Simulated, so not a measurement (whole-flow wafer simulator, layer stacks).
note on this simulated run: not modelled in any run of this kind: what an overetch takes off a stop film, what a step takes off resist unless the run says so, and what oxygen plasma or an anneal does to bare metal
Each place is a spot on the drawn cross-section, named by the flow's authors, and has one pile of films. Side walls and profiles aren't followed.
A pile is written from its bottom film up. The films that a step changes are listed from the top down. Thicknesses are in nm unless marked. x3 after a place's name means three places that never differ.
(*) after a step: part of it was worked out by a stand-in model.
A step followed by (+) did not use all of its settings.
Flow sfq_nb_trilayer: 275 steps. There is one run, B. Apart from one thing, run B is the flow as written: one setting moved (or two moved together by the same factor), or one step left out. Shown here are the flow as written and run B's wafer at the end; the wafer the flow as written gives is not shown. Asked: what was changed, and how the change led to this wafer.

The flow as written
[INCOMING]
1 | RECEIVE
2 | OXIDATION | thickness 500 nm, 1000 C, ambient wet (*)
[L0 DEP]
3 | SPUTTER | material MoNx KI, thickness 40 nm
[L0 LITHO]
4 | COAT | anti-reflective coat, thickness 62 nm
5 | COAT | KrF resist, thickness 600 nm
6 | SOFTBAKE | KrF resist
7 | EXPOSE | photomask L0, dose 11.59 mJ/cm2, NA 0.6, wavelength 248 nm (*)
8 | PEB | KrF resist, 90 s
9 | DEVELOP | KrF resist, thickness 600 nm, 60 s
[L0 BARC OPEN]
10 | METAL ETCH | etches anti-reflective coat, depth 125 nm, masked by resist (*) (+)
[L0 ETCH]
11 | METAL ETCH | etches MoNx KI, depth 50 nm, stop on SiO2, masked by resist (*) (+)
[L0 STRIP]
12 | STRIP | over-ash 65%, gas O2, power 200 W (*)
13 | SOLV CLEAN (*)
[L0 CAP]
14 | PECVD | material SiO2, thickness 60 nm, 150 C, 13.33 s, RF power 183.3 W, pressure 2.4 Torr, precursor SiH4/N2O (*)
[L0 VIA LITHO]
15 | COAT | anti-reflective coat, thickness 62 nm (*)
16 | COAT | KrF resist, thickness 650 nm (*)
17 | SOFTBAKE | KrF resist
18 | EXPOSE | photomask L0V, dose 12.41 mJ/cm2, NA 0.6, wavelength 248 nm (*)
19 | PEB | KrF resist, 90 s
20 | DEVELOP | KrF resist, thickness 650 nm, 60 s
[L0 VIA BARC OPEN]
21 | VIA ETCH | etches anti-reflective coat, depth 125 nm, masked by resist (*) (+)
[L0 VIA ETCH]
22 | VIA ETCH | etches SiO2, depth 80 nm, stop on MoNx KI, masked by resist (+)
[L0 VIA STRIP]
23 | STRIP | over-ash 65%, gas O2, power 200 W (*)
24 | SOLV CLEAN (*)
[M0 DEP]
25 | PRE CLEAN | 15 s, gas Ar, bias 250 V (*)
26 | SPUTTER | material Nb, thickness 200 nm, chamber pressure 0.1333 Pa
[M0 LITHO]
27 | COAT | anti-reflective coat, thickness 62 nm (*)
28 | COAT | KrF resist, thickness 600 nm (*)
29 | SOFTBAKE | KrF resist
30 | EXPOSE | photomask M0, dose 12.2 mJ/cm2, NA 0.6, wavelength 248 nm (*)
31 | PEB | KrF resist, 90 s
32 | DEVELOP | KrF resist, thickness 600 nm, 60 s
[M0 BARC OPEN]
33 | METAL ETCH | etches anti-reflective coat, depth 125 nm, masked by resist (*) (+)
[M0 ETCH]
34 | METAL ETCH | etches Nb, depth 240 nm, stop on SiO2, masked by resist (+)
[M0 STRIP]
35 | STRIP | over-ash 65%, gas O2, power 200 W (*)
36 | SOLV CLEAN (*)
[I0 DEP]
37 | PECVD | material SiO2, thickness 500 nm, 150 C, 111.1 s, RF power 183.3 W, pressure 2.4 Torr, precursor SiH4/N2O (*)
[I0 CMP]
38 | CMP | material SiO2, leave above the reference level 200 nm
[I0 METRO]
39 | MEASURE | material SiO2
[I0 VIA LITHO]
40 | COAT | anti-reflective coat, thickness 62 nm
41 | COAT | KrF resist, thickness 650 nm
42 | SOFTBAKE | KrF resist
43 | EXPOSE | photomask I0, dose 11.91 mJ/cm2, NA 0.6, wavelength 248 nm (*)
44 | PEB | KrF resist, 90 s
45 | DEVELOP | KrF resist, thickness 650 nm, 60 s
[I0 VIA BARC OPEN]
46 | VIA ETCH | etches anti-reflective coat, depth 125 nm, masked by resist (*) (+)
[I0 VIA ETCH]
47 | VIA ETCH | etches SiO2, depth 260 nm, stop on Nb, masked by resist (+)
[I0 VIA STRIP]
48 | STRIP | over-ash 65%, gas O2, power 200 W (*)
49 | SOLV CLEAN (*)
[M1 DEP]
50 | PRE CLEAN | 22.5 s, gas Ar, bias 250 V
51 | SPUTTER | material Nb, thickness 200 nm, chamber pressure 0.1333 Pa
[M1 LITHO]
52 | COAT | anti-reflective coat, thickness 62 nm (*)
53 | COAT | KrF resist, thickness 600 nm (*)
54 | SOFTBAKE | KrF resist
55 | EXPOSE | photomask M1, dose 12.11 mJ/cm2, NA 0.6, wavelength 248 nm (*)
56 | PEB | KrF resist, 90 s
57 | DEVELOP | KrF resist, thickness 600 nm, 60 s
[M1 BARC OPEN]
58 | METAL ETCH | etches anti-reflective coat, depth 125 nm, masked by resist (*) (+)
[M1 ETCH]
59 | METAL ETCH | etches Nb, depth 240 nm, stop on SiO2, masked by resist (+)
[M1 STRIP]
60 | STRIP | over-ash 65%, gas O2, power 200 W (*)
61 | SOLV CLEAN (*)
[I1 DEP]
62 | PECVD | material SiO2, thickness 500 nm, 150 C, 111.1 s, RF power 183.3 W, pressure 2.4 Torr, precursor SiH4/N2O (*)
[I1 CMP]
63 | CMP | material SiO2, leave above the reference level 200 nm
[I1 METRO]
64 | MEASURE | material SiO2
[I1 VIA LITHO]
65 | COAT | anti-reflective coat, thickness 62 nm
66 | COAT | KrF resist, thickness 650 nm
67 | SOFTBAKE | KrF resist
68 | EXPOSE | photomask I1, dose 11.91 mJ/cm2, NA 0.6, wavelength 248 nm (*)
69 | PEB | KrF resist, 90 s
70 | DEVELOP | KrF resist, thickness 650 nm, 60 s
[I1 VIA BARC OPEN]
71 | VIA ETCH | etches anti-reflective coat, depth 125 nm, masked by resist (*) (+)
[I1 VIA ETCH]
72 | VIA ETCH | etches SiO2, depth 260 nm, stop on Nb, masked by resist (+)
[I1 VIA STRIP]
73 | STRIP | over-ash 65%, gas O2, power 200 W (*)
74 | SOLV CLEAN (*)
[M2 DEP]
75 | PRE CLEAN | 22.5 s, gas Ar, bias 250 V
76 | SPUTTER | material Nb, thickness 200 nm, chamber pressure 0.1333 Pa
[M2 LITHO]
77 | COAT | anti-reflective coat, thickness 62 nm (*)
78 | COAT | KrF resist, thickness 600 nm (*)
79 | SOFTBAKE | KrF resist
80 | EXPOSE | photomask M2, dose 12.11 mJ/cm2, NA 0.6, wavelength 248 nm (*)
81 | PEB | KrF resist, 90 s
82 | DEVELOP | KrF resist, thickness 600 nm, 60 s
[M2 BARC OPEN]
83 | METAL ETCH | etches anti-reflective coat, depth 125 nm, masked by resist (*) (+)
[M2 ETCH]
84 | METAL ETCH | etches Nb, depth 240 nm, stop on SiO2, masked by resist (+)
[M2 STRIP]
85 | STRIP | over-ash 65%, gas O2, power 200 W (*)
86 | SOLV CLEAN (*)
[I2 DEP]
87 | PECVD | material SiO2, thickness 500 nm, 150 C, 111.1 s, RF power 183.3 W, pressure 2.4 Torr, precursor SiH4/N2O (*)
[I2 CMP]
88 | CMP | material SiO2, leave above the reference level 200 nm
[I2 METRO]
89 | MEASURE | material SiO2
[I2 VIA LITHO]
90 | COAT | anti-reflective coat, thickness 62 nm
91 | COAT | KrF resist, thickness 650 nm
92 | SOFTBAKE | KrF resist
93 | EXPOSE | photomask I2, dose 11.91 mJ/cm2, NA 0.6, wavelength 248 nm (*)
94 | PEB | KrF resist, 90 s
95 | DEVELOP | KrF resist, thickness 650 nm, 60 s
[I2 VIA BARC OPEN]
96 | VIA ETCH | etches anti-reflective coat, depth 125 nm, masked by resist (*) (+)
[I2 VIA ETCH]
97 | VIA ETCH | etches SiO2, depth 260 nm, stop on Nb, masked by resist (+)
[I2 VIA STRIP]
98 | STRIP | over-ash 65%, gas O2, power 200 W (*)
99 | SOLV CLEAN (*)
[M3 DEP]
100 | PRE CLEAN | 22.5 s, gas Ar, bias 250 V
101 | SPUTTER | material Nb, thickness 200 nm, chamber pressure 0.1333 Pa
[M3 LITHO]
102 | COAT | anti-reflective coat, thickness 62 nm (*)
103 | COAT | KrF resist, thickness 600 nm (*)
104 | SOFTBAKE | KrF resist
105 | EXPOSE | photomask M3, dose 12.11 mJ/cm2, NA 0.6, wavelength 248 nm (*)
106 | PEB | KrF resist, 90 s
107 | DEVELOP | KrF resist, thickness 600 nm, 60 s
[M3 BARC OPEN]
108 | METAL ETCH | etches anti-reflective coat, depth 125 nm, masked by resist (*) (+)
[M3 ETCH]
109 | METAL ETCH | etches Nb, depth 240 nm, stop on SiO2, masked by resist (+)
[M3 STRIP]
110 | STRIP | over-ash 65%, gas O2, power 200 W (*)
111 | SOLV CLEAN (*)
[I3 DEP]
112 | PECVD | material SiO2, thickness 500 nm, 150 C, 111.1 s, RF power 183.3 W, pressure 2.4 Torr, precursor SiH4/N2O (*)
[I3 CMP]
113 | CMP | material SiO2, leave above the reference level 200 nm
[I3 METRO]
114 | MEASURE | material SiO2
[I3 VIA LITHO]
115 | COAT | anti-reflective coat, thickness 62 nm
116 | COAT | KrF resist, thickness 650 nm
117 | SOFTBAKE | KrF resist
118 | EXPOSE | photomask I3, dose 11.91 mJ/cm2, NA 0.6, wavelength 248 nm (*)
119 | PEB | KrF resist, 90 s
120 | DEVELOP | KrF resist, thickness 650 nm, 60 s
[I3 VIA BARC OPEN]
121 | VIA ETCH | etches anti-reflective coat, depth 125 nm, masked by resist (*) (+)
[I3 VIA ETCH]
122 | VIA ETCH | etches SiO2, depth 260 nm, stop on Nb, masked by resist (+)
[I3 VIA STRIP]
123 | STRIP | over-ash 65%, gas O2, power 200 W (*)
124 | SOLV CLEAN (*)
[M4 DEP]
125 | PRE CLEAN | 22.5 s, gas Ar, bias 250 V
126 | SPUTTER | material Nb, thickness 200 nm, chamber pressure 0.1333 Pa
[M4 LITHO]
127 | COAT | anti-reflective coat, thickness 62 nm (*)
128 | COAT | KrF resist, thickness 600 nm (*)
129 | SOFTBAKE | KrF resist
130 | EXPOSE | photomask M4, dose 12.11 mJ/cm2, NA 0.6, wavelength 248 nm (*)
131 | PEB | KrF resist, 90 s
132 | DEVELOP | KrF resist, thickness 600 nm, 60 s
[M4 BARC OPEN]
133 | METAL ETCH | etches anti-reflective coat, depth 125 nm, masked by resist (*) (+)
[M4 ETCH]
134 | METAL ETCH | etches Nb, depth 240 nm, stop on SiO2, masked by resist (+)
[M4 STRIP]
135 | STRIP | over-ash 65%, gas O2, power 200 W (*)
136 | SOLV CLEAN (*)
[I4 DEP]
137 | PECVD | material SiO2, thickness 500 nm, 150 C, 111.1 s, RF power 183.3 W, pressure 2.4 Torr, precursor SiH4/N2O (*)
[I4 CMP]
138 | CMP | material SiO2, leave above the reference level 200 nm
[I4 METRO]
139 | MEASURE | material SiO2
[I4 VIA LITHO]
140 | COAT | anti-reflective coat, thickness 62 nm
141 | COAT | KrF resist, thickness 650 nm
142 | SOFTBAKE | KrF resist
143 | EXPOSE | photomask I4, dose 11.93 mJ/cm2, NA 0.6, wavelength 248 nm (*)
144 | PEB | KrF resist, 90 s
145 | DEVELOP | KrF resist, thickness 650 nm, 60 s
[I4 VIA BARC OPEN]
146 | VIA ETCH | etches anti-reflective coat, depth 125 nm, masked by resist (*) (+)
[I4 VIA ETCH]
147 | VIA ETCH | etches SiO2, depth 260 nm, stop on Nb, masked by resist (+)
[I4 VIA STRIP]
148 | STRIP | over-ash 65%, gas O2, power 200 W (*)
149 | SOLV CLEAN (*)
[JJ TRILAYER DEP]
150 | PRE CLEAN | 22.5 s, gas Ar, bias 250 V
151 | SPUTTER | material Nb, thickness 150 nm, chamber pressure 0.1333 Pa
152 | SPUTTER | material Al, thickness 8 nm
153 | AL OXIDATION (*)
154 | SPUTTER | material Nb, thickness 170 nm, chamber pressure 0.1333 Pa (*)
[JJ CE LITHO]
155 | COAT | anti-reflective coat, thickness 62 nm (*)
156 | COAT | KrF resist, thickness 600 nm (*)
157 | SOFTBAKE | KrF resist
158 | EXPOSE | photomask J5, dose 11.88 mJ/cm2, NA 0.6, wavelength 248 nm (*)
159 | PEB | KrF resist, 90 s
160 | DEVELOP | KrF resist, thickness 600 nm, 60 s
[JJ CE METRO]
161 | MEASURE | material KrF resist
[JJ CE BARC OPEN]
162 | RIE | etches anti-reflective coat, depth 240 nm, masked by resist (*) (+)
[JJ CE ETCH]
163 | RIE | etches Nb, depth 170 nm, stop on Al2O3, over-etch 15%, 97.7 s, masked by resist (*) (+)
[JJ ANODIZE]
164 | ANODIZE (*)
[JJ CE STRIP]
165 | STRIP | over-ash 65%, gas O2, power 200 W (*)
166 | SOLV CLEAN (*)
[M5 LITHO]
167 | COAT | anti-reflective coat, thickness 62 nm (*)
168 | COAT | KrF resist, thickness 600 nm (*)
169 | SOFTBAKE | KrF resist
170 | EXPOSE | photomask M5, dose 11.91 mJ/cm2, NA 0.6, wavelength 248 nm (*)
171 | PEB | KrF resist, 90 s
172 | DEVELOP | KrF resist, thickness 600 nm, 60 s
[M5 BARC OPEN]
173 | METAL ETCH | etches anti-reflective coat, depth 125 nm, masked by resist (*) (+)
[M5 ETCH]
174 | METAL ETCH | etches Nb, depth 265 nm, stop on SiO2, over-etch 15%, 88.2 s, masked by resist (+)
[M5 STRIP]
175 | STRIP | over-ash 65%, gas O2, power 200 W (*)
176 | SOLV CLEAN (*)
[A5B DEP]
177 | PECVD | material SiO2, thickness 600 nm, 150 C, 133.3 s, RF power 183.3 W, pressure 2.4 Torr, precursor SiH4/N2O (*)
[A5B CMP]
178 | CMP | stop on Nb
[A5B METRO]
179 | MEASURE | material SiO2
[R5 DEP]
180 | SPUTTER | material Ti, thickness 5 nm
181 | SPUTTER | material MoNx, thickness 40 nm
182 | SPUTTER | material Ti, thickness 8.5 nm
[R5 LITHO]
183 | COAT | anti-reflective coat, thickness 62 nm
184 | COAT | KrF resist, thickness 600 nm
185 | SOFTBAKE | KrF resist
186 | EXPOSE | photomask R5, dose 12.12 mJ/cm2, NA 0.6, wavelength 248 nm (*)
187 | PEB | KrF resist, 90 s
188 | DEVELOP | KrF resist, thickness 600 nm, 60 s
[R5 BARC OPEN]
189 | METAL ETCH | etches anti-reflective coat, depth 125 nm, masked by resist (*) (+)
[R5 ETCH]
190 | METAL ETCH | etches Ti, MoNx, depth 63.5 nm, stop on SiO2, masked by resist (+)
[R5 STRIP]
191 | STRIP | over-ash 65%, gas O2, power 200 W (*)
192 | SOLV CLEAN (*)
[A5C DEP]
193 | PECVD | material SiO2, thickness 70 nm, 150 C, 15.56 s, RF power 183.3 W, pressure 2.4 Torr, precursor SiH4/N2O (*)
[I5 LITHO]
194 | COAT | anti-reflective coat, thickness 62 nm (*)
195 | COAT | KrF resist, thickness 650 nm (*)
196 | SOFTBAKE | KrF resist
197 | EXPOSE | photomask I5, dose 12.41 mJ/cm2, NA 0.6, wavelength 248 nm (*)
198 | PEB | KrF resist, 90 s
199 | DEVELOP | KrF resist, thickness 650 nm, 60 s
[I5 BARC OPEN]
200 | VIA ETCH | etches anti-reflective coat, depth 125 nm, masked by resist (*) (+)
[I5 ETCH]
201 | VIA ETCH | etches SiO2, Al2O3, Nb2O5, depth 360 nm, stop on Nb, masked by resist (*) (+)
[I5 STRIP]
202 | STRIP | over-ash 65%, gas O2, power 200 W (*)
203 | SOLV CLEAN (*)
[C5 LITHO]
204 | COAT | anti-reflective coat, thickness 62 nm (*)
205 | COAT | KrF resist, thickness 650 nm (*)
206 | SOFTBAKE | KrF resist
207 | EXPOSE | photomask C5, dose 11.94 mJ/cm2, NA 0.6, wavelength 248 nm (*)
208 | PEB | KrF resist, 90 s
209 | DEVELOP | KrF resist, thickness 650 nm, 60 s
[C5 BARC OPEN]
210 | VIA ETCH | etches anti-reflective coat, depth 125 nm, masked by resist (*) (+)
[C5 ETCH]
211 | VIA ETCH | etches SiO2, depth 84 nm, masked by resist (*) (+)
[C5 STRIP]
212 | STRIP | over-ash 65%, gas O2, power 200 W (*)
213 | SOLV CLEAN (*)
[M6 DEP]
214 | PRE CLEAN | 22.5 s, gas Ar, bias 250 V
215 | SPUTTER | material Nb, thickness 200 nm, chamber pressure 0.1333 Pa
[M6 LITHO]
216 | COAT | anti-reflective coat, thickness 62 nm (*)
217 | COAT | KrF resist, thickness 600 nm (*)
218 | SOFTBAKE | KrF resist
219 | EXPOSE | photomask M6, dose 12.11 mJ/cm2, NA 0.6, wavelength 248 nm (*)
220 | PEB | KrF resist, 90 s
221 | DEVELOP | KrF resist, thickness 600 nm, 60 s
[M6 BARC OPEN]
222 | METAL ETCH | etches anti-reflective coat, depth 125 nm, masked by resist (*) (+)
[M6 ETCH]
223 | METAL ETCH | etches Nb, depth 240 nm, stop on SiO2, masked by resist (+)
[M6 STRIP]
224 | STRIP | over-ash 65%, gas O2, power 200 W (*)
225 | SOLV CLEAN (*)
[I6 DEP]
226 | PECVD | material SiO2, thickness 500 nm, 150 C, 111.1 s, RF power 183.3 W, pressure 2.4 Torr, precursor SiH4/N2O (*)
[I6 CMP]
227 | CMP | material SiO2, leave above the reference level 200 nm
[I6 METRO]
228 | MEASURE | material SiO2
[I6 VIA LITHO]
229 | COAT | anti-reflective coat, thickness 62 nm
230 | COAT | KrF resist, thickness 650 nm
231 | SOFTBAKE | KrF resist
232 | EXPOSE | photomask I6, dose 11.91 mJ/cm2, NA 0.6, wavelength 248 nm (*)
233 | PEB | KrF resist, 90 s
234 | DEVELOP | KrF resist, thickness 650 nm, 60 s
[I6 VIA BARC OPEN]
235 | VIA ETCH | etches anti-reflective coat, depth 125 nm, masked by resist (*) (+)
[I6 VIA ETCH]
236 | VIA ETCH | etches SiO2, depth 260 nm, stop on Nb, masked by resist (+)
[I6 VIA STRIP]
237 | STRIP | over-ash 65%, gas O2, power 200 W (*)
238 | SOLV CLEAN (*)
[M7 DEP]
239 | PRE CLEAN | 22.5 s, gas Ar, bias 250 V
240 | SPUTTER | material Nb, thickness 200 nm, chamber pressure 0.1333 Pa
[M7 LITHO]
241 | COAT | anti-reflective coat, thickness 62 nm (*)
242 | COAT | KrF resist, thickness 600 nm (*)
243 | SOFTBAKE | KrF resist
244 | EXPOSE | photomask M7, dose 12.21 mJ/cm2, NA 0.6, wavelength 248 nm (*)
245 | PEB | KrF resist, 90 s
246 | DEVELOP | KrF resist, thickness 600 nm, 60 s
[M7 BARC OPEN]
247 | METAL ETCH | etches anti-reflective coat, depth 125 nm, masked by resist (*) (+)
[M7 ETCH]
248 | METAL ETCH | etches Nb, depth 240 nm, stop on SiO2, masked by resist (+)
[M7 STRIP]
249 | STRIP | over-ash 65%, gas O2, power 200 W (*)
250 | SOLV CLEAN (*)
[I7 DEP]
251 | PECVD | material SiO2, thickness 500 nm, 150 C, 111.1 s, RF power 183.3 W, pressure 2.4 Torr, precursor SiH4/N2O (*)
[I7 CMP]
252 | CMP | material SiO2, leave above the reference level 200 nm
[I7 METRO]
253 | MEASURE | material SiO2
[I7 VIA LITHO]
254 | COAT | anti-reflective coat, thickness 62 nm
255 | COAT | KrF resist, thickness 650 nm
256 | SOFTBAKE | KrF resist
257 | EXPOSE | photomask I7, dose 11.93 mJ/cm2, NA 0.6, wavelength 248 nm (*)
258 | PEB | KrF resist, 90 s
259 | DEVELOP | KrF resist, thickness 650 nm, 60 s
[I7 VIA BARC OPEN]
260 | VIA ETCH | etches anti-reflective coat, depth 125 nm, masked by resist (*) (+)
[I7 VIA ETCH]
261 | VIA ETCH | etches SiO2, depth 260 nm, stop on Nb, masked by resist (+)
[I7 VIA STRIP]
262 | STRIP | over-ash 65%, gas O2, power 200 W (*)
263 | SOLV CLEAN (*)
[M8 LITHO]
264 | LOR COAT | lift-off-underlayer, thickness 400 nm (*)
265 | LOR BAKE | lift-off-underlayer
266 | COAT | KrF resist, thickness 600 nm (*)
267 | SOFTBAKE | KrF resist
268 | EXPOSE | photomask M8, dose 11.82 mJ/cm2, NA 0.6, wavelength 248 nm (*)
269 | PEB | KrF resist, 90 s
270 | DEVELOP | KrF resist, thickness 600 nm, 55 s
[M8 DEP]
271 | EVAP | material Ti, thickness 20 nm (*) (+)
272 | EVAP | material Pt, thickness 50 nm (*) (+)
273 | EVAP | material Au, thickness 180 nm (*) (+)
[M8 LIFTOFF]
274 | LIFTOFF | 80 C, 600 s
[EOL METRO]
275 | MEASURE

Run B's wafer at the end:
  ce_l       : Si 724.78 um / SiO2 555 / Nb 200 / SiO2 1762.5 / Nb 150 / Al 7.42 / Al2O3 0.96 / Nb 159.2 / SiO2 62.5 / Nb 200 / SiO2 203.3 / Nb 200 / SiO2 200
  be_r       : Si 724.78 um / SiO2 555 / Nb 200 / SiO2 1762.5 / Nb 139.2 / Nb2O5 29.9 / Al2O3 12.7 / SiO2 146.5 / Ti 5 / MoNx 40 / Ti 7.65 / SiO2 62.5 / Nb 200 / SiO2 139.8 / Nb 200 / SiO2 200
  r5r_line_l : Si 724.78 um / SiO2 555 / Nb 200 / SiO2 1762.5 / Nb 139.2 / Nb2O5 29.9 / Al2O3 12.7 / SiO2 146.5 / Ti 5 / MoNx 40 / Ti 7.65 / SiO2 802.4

Cause: step 182, SPUTTER: thickness 7.65 nm was run, though the flow has thickness 8.5 nm.
The wafer itself shows it: be_r has Ti 7.65, and step 182 as written asks for 8.5 nm.

The path from the change to this, step by step:
  182 | SPUTTER | material Ti, thickness 8.5 nm
      field_l, v_sur, via_wl and 103 more: +7.65 Ti (new film) (as written it would have been: +8.5 Ti (new film))
  190 | METAL ETCH | etches Ti, MoNx, depth 63.5 nm, stop on SiO2, masked by resist (+)
      field_l, v_sur, via_wl and 92 more: -7.65 Ti (all of it), -40 MoNx (all of it), -5 Ti (all of it) (as written it would have been: -8.5 Ti (all of it), -40 MoNx (all of it), -5 Ti (all of it))
      ce_l, c5j, ce_r, wl_jj: -7.65 Ti (all of it), -40 MoNx (all of it), -5 Ti (all of it), -10.8 Nb (as written it would have been: -8.5 Ti (all of it), -40 MoNx (all of it), -5 Ti (all of it), -10 Nb)
